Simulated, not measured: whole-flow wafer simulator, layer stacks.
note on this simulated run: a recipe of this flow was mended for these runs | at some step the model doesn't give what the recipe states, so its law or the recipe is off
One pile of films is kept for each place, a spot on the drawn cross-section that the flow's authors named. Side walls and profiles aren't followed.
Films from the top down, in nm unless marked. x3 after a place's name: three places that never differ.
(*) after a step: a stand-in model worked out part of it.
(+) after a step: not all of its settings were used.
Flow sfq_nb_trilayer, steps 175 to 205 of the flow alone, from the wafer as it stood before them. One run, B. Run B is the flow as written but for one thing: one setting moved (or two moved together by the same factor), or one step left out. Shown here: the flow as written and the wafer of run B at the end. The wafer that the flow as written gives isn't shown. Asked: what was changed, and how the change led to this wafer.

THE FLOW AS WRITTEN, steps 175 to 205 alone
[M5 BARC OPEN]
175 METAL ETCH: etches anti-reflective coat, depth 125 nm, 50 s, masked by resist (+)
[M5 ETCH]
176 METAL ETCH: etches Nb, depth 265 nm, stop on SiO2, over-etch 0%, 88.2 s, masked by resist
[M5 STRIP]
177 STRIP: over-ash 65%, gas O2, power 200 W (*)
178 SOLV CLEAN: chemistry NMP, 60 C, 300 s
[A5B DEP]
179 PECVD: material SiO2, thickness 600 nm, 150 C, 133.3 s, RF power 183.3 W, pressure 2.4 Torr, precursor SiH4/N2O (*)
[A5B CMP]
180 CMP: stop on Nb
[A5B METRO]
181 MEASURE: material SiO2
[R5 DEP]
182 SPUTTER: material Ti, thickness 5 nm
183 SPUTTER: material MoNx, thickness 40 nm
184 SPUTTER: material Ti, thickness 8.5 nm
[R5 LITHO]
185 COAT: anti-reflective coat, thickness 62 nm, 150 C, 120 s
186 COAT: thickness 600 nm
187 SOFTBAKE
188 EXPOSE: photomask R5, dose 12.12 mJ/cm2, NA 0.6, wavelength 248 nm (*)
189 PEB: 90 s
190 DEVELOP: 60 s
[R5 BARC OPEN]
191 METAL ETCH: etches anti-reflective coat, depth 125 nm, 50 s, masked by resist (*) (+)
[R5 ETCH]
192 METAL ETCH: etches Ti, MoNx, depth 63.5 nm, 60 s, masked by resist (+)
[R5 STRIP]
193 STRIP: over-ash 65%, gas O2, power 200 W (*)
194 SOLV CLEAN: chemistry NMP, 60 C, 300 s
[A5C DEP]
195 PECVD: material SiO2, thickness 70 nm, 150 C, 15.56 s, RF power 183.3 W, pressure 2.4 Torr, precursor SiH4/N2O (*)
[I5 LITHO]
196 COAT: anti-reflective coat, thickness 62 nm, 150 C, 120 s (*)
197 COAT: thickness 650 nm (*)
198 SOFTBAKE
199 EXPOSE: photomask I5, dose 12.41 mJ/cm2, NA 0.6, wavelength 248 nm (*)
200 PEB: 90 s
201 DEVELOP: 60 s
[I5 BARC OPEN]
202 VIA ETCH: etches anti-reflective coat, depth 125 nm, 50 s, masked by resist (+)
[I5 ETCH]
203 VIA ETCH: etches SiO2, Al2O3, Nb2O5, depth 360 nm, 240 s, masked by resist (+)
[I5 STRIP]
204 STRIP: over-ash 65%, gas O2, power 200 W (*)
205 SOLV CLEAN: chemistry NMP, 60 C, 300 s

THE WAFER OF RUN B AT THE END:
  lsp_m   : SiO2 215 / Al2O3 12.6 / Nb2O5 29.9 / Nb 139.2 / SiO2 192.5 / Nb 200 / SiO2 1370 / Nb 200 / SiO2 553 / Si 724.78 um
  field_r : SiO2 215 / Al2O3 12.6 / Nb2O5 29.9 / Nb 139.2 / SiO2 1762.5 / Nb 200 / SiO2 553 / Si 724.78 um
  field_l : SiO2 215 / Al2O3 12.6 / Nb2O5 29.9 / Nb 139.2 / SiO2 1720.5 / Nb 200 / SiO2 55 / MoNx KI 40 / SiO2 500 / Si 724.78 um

The cause: step 176, METAL ETCH: etches Nb, depth 265 nm, stop on SiO2, over-etch 0%, 88.2 s, masked by resist, was left out.

How the change led to this, step by step:
  177 STRIP: over-ash 65%, gas O2, power 200 W (*)
      l0r_line_l x3, l0r_space_c x19, m0r_space_l x2 and 6 more: KrF-resist-other-grade -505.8 (all of it), anti-reflective coat -62 (all of it) (as written it would be: KrF-resist-other-grade -373.3 (all of it), anti-reflective coat -62 (all of it))
      v_sur: KrF-resist-other-grade -499 (all of it), anti-reflective coat -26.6 (all of it) (as written it would be: KrF-resist-other-grade -366.5 (all of it), anti-reflective coat -26.6 (all of it))
      (and at 22 more places)
  179 PECVD: material SiO2, thickness 600 nm, 150 C, 133.3 s, RF power 183.3 W, pressure 2.4 Torr, precursor SiH4/N2O (*)
      field_l, lsp_m, ln_m6 and 44 more: SiO2 +600 (new film) (as written it would be: SiO2 +600)
      r_sur, res, r_end, moat, field_r, lsp_l: SiO2 +600 (new film) (as written it would be: SiO2 +593.1)
      (and at 3 more places)
  180 CMP: stop on Nb
      field_l, lsp_m, ln_m6 and 42 more: SiO2 -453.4 (as written it would be: SiO2 -263.3)
      res, r_end, moat, field_r, lsp_l: SiO2 -453.4 (as written it would be: SiO2 -256.4)
      (and at 6 more places)
Counting metal films that touch as one body, lsp_m has 3 bodies (between them, from the top down: SiO2 192.5; SiO2 1370); the flow as written gives 2 bodies (between them, from the top down: SiO2 1370).
Counting metal films that touch as one body, field_r has 2 bodies (between them, from the top down: SiO2 1762.5); the flow as written gives 1 body.
Counting metal films that touch as one body, field_l has 3 bodies (between them, from the top down: SiO2 1720.5; SiO2 55); the flow as written gives 2 bodies (between them, from the top down: SiO2 55).
